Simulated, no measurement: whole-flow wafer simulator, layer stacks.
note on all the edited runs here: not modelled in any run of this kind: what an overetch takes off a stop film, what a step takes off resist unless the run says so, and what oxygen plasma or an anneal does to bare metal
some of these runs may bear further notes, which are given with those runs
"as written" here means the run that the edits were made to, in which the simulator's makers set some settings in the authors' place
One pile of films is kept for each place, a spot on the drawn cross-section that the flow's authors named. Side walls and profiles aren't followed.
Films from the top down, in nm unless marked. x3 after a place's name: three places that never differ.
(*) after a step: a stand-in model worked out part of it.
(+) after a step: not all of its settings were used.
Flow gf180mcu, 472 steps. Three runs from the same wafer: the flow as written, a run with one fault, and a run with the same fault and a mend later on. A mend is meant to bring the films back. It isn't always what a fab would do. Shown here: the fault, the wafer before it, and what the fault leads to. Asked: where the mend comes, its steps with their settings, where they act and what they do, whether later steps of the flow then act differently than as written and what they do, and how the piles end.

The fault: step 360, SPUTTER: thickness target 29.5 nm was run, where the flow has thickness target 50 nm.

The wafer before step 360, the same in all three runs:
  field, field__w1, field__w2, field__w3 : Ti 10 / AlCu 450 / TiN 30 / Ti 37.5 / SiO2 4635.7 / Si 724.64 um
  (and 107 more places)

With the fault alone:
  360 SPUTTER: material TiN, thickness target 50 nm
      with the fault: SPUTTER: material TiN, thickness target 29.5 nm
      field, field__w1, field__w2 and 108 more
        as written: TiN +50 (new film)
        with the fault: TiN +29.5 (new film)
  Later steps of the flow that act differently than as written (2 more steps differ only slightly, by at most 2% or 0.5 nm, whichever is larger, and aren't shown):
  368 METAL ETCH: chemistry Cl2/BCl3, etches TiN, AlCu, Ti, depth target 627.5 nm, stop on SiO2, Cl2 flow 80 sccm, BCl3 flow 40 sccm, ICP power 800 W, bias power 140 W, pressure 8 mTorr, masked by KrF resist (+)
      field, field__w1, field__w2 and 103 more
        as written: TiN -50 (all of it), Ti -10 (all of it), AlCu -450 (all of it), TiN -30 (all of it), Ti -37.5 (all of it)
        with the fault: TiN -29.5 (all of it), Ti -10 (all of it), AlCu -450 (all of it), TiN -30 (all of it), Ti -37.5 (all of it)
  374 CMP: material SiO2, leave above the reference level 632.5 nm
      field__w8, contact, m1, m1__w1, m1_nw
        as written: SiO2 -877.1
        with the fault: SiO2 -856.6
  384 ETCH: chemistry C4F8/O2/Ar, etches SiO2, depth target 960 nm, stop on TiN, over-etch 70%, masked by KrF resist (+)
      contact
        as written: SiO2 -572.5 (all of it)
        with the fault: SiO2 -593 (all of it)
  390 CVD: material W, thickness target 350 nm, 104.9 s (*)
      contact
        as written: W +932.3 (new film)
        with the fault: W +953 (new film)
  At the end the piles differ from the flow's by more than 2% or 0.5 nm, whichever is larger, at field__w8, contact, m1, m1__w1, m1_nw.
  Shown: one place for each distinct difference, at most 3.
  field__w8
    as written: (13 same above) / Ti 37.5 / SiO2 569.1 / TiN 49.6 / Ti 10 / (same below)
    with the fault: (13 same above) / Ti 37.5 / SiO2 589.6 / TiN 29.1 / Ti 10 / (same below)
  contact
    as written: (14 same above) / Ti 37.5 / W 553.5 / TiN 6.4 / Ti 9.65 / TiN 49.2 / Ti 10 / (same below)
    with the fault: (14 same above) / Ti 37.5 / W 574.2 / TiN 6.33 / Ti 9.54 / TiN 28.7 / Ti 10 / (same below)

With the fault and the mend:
  The mend comes after step 367.
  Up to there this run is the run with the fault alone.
  367a STRIP: chemistry O2/N2, power 2160 W, pressure 1700 mTorr (*)
      field__w8, contact, m1, m1__w1, m1_nw
        KrF resist -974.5 (all of it)
  367b SPUTTER: material TiN, thickness target 20.5 nm (the flow's step 360 once more, with other settings)
      field, field__w1, field__w2 and 108 more
        TiN +20.5
  367c HMDS: 120 C, 60 s (the flow's step 362 once more)
      changes no film at any place that is followed
  367d COAT: KrF resist, thickness 1000 nm (the flow's step 363 once more)
      field, field__w1, field__w2 and 108 more
        KrF resist +1000 (new film)
  367e SOFTBAKE: KrF resist (the flow's step 364 once more)
      changes no film at any place that is followed
  367f EXPOSE: photomask Metal4 (the flow's step 365 once more)
      changes no film at any place that is followed
  367g PEB: KrF resist, 135 C, 90 s (the flow's step 366 once more)
      field, field__w1, field__w2 and 108 more
        KrF resist -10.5
  367h DEVELOP: thickness 1000 nm, 60 s (the flow's step 367 once more)
      field, field__w1, field__w2 and 103 more
        KrF resist -989.5 (all of it)
      field__w8, contact, m1, m1__w1, m1_nw
        KrF resist -14.9
  No later step of the flow acts differently than as written at any place that is followed.
  At the end the piles are the same as the flow's at every place that both follow.
